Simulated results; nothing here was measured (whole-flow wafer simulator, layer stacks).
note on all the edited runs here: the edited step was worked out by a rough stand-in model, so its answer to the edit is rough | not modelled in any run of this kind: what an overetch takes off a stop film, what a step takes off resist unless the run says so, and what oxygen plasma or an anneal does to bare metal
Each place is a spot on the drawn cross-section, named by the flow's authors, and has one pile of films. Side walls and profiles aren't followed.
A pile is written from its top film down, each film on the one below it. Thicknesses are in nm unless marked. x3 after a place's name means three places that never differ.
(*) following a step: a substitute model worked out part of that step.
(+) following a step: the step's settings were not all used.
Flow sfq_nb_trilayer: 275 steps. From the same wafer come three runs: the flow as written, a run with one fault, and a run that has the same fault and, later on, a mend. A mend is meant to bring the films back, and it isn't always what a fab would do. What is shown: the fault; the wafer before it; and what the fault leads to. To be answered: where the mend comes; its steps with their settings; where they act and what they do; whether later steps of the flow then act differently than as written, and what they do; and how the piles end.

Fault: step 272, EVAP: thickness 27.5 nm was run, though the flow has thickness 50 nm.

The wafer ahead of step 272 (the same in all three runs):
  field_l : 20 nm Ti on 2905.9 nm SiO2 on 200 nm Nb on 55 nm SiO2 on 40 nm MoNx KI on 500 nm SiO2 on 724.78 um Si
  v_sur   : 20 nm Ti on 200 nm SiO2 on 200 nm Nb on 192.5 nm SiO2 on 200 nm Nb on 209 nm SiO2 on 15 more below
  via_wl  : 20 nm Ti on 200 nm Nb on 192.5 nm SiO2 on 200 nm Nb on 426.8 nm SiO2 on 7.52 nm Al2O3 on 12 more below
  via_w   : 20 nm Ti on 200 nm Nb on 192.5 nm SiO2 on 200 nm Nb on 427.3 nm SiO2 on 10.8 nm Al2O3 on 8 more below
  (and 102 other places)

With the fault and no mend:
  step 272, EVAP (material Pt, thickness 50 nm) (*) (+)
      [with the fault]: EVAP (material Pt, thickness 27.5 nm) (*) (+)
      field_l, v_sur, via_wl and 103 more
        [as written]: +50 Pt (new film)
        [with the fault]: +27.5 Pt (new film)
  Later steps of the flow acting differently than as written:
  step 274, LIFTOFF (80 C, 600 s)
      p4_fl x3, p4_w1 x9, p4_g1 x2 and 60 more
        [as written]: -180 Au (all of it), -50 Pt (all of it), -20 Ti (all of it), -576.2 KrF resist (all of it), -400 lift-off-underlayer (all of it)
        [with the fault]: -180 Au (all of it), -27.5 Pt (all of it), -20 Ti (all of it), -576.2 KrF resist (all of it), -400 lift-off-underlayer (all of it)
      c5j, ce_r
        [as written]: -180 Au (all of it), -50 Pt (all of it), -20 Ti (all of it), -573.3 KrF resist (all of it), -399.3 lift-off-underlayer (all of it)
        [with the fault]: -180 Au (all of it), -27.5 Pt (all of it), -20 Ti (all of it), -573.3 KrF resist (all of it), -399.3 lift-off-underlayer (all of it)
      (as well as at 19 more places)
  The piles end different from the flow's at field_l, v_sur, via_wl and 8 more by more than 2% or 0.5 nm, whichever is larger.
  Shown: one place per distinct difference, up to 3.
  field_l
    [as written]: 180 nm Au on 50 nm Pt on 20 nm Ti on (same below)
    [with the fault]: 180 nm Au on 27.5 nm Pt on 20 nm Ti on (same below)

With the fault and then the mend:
  After step 272 comes the mend.
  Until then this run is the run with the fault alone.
  step 272a, EVAP (material Pt, thickness 22.5 nm) (*) (+) (the flow's step 272, run once more with other settings)
      field_l, v_sur, via_wl and 103 more
        +22.5 Pt
  None of the later steps of the flow acts differently than as written at any place that is followed.
  At every place that both follow, the piles at the end match the flow's.
